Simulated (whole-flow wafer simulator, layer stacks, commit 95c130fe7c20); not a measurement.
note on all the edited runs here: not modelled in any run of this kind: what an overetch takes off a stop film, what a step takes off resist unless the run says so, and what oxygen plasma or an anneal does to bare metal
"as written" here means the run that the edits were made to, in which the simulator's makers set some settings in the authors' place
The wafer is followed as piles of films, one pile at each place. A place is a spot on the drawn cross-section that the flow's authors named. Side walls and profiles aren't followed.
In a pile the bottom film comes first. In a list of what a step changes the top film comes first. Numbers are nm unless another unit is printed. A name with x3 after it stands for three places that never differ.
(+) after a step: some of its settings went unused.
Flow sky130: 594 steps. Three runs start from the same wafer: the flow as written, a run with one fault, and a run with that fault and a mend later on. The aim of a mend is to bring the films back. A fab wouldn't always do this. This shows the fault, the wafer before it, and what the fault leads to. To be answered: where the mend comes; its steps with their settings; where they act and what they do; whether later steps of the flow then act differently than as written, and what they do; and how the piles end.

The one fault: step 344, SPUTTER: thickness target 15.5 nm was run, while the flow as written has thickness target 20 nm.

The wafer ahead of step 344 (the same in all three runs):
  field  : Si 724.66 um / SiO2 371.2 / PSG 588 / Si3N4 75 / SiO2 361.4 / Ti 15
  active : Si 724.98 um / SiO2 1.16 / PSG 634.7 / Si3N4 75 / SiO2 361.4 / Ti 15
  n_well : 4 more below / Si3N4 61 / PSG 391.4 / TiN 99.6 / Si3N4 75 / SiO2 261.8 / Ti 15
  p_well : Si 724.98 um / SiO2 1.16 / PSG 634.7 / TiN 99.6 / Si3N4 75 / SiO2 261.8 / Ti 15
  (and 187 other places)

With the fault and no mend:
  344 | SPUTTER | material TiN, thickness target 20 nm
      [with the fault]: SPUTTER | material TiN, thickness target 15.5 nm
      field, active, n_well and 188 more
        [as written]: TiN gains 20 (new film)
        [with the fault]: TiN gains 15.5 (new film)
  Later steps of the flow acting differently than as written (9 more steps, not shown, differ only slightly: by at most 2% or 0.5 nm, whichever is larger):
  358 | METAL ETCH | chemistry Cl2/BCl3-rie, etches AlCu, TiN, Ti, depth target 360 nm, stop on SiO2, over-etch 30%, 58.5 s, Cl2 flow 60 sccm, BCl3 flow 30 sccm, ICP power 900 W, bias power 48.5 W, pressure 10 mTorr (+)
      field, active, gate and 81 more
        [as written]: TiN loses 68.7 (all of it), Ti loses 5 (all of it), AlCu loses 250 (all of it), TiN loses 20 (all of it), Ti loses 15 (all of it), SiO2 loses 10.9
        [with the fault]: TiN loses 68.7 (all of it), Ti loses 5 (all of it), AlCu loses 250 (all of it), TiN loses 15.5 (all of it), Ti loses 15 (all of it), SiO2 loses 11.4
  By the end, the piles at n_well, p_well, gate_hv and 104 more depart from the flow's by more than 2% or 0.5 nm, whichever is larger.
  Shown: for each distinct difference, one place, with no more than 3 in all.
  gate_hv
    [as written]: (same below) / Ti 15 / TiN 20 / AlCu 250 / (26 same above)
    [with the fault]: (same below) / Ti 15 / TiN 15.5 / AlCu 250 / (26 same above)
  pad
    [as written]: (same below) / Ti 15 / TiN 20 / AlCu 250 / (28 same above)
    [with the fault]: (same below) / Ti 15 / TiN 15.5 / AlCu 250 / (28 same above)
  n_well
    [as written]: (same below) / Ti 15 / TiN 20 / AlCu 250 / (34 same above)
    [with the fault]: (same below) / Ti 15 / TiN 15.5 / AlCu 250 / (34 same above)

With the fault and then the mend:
  After step 344 comes the mend.
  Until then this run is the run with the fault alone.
  344a | SPUTTER | material TiN, thickness target 4.5 nm (the flow's step 344 again, with other settings)
      field, active, n_well and 188 more
        TiN gains 4.5
  None of the later steps of the flow acts differently than as written at any place that is followed.
  At every place that both follow, the piles at the end match the flow's.
